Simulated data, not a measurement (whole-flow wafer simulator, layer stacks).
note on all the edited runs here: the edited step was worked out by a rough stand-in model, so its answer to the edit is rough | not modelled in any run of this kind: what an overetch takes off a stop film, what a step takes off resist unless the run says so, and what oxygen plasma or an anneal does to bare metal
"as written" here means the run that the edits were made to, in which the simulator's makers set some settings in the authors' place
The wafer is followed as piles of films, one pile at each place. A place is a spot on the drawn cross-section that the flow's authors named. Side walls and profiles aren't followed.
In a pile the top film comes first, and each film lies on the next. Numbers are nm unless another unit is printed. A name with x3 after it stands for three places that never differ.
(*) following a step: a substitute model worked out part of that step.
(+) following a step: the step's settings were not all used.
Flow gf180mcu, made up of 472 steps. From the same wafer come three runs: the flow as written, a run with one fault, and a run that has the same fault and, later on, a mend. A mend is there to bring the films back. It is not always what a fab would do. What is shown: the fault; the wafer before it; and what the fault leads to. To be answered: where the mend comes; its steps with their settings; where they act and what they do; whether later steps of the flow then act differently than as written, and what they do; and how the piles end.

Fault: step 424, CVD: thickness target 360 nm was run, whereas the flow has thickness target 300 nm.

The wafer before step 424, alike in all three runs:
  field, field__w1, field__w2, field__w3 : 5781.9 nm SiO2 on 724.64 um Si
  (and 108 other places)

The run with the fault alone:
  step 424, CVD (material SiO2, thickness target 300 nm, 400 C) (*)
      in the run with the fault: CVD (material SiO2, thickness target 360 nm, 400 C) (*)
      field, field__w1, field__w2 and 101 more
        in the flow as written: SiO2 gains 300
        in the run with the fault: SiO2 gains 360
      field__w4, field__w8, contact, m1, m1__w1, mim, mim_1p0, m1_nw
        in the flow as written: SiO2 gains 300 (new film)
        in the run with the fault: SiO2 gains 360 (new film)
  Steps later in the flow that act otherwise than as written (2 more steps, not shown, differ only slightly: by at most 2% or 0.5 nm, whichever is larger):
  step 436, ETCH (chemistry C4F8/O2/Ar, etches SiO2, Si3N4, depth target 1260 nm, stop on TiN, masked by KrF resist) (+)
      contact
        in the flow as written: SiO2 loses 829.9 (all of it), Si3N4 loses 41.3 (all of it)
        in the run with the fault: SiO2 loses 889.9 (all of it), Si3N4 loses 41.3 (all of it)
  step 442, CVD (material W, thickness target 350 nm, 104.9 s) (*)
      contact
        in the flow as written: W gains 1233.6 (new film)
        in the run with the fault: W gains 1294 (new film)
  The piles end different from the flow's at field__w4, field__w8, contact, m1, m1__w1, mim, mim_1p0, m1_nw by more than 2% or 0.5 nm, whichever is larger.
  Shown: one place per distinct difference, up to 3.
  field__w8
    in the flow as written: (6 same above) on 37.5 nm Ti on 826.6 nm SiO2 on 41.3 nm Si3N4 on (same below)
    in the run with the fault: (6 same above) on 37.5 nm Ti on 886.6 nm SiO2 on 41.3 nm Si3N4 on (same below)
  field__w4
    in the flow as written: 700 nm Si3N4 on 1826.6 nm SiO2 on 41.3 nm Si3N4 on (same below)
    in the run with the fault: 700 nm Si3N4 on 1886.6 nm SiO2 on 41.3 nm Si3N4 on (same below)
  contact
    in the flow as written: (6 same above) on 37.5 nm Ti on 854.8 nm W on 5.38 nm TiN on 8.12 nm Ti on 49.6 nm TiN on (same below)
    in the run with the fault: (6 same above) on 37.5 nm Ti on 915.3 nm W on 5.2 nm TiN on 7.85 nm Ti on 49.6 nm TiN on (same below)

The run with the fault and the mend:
  After step 424 comes the mend.
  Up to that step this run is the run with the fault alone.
  step 424a, WET ETCH (chemistry dHF, depth target 60 nm, 25 C, dilution 100:1) (the flow's step 17 again, with other settings)
      field, field__w1, field__w2 and 109 more
        SiO2 loses 60
  None of the later steps of the flow acts differently than as written at any place that is followed.
  At every place that both follow, the piles at the end match the flow's.
